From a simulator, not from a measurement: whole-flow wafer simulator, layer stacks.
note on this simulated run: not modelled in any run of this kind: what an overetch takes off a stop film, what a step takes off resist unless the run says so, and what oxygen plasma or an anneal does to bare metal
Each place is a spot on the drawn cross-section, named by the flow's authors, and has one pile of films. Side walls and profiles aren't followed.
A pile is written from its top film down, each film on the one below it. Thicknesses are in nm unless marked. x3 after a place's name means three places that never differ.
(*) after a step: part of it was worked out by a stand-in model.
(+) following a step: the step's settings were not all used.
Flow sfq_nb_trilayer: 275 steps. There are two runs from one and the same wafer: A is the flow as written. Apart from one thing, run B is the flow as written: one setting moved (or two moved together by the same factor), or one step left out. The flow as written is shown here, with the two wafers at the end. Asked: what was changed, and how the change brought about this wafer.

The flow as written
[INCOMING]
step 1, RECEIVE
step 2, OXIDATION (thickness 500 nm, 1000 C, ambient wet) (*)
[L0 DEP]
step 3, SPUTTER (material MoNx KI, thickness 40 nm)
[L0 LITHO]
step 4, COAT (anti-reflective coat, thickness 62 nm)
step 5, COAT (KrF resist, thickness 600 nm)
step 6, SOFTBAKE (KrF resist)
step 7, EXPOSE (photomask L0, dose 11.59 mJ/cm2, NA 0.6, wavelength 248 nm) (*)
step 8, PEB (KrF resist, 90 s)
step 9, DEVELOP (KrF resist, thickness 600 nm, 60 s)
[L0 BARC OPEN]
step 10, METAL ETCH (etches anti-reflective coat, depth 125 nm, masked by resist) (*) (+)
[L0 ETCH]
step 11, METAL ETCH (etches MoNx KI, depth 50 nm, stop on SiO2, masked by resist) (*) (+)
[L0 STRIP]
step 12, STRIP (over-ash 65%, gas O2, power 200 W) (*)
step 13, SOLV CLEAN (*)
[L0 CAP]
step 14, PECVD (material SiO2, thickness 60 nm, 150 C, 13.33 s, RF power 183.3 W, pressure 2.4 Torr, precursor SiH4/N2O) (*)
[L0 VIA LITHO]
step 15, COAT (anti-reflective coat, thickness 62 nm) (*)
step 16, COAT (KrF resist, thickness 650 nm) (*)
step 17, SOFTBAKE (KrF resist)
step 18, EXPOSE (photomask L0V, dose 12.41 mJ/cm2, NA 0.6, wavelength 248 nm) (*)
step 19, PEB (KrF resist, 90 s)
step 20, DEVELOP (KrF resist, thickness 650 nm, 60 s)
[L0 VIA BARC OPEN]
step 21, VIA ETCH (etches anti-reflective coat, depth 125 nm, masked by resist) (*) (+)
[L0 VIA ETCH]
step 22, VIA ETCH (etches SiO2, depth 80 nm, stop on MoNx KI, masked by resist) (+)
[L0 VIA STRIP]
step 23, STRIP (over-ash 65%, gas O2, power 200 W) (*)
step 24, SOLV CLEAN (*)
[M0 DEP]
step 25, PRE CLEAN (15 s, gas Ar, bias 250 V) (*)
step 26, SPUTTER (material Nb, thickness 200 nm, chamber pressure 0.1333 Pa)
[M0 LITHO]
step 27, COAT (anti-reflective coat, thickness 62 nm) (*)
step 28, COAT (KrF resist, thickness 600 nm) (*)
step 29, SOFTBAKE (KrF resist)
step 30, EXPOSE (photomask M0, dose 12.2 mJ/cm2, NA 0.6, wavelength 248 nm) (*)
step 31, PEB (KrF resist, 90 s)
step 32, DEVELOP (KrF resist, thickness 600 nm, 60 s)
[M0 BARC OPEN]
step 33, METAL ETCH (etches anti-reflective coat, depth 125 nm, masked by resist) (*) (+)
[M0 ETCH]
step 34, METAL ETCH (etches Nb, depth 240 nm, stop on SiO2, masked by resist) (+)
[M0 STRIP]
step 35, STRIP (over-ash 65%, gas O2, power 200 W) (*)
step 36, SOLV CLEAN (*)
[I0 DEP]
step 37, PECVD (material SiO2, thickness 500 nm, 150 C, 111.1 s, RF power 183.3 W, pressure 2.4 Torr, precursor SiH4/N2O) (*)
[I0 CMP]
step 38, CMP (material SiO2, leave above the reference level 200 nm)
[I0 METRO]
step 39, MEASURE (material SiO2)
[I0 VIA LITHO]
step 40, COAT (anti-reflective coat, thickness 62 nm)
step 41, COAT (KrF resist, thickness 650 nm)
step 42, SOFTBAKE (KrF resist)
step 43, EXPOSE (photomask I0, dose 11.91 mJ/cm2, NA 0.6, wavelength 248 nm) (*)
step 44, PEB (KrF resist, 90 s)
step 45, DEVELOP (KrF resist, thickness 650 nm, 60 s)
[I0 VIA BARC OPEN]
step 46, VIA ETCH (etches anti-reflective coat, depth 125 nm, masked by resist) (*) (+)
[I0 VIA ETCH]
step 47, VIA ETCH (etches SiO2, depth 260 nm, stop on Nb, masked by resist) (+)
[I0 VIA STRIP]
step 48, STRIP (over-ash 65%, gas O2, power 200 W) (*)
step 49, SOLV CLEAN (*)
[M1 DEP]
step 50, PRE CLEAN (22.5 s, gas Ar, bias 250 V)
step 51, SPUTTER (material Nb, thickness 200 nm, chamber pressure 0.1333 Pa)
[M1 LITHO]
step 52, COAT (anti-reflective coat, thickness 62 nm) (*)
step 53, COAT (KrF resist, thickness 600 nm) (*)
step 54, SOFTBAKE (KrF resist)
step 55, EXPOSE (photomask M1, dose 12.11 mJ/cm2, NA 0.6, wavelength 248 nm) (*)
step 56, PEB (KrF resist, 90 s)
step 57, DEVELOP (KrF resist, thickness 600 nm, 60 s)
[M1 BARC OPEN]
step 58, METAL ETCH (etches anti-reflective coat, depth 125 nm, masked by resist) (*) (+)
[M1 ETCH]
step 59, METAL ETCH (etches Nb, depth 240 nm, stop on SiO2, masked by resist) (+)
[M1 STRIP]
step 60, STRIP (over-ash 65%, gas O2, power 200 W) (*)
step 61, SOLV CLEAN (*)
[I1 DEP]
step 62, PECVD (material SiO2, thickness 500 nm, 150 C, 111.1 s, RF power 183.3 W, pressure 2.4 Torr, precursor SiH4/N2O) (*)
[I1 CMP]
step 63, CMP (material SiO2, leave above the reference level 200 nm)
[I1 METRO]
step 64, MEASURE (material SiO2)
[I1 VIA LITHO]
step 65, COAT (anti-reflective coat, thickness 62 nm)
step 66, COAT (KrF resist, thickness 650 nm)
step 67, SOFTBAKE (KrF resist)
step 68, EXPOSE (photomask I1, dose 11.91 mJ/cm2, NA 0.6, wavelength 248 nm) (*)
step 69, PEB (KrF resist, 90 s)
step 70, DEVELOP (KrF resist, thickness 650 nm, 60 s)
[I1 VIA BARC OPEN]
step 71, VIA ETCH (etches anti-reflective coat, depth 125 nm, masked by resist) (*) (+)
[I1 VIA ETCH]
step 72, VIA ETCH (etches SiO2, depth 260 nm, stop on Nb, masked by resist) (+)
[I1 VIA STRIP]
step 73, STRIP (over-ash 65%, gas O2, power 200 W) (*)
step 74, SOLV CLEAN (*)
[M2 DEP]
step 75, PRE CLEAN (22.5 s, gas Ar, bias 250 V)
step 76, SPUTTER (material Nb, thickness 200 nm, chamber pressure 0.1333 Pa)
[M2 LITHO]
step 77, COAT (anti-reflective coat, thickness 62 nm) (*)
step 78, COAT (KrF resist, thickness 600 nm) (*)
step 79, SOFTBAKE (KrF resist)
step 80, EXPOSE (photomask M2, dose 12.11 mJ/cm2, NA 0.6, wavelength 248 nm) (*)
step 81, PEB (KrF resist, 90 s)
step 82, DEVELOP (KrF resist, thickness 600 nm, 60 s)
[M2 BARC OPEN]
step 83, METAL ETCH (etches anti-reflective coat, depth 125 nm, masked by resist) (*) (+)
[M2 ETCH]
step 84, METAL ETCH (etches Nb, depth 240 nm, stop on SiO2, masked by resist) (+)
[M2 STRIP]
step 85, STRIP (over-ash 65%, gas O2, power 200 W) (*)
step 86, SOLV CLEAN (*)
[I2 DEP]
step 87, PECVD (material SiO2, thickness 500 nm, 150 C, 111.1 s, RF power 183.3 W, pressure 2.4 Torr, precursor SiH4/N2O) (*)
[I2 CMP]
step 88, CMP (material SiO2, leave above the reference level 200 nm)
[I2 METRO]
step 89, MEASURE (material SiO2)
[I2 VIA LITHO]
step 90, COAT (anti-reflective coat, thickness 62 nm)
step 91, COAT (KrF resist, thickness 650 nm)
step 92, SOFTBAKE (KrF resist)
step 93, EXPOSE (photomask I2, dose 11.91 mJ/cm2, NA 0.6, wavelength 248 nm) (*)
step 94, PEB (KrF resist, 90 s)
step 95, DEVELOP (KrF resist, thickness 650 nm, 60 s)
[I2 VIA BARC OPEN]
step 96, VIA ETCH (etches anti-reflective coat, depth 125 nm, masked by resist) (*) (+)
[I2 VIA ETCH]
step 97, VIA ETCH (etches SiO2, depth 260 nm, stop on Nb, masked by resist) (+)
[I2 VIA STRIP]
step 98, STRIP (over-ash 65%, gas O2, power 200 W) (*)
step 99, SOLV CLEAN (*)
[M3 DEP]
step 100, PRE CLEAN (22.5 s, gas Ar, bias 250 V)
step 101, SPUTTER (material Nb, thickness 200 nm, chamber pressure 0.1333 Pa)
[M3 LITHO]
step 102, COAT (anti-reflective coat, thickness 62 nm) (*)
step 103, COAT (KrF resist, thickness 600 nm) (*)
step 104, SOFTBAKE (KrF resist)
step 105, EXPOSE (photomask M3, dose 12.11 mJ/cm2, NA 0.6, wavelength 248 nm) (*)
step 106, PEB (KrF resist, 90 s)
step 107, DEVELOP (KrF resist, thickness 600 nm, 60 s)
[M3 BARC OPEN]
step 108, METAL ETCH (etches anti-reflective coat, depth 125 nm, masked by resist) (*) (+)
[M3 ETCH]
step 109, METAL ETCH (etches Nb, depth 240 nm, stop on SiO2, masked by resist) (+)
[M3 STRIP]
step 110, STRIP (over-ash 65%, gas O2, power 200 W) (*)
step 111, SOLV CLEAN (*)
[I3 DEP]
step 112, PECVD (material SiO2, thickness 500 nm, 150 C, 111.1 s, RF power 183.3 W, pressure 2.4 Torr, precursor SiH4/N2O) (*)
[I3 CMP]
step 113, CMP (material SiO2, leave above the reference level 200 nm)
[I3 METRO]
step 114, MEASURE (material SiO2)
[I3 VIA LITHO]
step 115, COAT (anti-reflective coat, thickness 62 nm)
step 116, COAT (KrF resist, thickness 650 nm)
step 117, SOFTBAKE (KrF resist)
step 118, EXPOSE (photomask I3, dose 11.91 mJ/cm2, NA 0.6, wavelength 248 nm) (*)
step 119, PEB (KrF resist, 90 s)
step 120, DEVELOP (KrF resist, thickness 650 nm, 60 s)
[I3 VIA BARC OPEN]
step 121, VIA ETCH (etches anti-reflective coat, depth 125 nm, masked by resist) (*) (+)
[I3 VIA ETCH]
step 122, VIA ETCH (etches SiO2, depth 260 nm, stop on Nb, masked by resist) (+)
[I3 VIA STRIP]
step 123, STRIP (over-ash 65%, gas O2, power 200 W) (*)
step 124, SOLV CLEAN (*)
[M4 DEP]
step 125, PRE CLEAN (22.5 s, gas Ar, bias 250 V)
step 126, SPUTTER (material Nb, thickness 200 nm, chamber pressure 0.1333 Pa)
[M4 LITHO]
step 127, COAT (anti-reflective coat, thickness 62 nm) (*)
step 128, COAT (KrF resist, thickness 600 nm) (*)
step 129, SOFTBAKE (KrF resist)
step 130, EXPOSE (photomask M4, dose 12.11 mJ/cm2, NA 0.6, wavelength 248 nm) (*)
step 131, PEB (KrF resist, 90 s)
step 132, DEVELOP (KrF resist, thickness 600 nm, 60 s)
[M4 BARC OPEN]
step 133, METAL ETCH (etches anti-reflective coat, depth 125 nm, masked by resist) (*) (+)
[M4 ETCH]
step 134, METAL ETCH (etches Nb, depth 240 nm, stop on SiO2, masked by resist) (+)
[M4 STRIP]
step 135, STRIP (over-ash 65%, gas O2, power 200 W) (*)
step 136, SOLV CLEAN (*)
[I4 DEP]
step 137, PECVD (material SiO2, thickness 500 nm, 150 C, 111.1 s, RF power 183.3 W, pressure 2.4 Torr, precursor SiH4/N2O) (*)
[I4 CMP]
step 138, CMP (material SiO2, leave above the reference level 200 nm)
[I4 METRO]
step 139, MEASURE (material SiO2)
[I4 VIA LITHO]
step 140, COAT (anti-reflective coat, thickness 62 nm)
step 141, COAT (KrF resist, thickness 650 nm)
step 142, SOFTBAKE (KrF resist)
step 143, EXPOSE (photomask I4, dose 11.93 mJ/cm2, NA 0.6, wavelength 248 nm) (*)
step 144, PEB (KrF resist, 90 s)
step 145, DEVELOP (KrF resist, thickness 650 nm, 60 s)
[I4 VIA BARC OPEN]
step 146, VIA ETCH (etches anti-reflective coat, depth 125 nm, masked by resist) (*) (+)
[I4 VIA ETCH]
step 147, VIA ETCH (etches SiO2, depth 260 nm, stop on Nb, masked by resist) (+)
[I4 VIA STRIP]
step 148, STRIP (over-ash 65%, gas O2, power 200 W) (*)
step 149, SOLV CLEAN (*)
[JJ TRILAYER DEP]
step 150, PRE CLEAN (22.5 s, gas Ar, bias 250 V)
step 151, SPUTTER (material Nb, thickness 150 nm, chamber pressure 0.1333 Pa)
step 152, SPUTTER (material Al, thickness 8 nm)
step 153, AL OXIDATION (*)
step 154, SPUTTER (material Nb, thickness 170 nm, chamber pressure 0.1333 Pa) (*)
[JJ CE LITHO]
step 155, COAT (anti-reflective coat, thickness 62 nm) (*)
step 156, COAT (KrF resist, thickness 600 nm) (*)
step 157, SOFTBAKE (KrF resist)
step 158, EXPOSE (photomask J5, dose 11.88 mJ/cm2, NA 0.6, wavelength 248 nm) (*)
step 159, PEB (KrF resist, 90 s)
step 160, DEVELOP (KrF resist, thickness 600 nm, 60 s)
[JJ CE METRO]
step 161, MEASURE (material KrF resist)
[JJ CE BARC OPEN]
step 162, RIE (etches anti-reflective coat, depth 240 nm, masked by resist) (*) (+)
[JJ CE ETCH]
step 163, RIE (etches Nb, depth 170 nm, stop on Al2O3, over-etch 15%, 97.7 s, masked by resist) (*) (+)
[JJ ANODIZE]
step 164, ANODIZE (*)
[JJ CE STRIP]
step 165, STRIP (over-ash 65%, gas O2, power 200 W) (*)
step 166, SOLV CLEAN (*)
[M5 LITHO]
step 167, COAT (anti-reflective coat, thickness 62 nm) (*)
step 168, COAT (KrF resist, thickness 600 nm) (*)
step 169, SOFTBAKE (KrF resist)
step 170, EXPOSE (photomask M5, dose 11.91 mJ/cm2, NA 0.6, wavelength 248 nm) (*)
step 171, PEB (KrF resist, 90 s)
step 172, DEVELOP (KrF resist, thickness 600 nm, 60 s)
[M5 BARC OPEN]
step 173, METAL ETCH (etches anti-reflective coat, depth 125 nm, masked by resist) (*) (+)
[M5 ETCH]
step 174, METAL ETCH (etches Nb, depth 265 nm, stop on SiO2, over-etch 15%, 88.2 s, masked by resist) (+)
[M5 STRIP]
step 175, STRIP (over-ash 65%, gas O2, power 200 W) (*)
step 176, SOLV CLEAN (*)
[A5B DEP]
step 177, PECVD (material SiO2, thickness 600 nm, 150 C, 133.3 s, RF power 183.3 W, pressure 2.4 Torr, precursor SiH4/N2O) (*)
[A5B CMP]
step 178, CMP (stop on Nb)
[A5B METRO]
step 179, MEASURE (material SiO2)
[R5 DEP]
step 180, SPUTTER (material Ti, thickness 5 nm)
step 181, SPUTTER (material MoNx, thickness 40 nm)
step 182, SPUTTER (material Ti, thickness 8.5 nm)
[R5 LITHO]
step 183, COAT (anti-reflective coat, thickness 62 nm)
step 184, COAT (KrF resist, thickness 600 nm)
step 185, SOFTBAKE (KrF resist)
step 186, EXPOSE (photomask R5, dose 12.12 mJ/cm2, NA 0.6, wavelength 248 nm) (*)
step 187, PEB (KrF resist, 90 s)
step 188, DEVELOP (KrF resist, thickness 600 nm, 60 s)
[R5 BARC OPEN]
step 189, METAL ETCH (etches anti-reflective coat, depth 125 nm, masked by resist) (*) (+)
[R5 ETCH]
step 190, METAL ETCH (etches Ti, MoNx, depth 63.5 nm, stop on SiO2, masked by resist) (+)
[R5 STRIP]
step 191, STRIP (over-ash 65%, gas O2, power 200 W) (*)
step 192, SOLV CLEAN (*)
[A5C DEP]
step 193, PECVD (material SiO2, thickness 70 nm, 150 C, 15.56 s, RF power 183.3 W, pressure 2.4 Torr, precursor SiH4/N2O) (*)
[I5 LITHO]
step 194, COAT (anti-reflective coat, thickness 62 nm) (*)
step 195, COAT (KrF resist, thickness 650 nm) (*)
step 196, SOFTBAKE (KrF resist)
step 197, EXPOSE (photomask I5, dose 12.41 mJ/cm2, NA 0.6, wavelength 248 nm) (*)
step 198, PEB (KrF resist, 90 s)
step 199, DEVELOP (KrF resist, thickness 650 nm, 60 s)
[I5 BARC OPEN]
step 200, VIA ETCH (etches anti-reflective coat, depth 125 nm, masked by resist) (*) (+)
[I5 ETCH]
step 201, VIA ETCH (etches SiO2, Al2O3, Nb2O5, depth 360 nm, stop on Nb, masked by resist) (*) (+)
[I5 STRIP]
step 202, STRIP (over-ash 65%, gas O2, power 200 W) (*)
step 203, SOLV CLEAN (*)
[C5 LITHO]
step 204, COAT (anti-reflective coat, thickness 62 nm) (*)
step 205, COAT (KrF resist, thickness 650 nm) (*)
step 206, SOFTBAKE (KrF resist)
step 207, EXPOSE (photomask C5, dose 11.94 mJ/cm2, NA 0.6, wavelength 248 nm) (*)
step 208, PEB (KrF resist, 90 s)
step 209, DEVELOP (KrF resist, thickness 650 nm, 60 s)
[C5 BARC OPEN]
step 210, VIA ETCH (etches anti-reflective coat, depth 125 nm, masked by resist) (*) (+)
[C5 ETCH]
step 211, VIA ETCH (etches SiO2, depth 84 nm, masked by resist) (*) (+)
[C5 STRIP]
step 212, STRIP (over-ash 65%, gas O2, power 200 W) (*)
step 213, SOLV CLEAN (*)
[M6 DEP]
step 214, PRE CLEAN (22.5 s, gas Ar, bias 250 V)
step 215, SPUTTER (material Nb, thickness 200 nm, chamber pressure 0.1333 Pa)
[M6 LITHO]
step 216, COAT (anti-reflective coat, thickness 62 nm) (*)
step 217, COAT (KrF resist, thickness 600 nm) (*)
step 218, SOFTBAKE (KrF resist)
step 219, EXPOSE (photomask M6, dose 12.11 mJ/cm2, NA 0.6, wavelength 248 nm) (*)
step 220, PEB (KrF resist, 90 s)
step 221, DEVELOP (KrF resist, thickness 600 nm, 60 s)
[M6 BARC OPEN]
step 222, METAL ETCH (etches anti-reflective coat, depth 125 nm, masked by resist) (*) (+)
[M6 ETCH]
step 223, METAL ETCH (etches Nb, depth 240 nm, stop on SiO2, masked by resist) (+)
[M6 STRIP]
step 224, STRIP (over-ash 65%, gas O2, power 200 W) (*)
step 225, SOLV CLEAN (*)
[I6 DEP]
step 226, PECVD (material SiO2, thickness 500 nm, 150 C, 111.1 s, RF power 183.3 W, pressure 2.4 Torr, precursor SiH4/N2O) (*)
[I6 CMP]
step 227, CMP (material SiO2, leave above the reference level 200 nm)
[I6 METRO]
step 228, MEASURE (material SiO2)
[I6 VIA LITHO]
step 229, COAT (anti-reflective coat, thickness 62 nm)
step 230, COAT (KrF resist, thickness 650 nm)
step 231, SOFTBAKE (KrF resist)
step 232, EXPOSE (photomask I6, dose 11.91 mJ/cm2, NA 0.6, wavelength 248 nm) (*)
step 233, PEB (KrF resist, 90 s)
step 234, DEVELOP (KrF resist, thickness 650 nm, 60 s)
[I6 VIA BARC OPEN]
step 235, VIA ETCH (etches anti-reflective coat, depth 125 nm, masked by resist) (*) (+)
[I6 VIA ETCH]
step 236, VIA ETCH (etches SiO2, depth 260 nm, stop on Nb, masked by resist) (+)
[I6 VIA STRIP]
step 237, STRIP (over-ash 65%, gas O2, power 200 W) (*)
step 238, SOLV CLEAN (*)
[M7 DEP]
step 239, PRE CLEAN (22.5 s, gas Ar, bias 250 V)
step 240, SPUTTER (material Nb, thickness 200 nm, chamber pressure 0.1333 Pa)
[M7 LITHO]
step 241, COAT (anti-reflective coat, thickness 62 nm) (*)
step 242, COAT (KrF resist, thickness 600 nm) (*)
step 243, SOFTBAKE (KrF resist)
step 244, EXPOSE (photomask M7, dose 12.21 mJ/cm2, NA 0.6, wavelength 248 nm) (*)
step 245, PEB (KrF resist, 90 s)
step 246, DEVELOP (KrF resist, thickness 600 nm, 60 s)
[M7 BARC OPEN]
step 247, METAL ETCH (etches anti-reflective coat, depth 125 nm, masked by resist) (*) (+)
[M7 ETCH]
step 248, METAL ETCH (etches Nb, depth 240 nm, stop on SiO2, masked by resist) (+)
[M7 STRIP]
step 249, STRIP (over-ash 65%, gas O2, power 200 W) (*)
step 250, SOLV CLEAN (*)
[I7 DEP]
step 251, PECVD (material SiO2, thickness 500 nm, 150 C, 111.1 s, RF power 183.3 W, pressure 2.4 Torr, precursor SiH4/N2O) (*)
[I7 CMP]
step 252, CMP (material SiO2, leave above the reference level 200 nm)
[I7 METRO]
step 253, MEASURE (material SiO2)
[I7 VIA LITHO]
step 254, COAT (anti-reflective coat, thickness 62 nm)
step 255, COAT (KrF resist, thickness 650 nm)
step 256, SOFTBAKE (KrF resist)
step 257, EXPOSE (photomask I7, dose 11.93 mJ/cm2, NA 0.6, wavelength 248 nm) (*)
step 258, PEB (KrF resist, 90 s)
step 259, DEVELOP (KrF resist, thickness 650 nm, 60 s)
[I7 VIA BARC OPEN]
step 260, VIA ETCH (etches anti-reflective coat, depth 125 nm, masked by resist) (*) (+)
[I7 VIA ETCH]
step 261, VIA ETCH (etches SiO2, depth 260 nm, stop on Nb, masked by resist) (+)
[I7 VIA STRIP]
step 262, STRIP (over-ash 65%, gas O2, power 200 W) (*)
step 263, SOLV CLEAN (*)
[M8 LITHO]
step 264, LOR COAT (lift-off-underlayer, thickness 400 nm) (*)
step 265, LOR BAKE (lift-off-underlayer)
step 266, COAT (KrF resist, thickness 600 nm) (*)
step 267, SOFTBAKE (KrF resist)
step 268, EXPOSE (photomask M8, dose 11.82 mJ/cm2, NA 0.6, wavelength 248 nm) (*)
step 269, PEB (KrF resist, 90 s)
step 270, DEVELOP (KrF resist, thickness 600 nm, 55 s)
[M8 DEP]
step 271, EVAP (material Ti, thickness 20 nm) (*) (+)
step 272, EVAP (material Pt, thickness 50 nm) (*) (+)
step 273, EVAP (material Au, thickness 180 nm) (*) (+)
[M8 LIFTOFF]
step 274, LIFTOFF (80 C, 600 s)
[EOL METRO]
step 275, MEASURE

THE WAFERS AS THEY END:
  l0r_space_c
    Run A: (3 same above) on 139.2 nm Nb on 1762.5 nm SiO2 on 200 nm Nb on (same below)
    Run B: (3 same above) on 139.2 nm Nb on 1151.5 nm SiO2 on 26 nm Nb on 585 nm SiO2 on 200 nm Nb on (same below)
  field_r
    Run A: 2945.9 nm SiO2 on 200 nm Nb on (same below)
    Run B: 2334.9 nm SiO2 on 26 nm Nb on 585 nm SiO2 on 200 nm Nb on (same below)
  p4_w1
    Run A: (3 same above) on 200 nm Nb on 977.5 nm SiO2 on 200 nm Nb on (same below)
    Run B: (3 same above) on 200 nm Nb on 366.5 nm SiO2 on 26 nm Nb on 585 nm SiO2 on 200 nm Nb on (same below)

Cause: step 84, METAL ETCH: depth 174 nm was run, while the flow as written has depth 240 nm.

Step by step, how the change led to this:
  step 84, METAL ETCH (etches Nb, depth 240 nm, stop on SiO2, masked by resist) (+)
      field_l, be, be_sur and 81 more: A -200 Nb (all of it) | B -174 Nb
      v_sur, via_wl, via_w and 19 more: A -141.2 KrF resist | B -102.4 KrF resist
  step 85, STRIP (over-ash 65%, gas O2, power 200 W) (*)
      wl_j_sl, wl_jj, wl_j_sr and 12 more: A -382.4 KrF resist (all of it), -62 anti-reflective coat (all of it) | B -421.2 KrF resist (all of it), -62 anti-reflective coat (all of it)
      v_sur: A -380 KrF resist (all of it), -61.4 anti-reflective coat (all of it) | B -418.9 KrF resist (all of it), -61.4 anti-reflective coat (all of it)
      (and at 6 other places as well)
  step 87, PECVD (material SiO2, thickness 500 nm, 150 C, 111.1 s, RF power 183.3 W, pressure 2.4 Torr, precursor SiH4/N2O) (*)
      field_l, be, be_sur and 81 more: A +500 SiO2 | B +500 SiO2 (new film)
  step 88, CMP (material SiO2, leave above the reference level 200 nm)
      field_l, be, be_sur and 81 more: A -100 SiO2 | B -126 SiO2
If metal films that touch count as one body, l0r_space_c has 3 bodies (between them, from the top down: SiO2 1151.5; SiO2 585); the flow as written gives 2 bodies (between them, from the top down: SiO2 1762.5).
If metal films that touch count as one body, field_r has 2 bodies (between them, from the top down: SiO2 585); the flow as written gives 1 body.
If metal films that touch count as one body, p4_w1 has 4 bodies (between them, from the top down: SiO2 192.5; SiO2 366.5; SiO2 585); the flow as written gives 3 bodies (between them, from the top down: SiO2 192.5; SiO2 977.5).
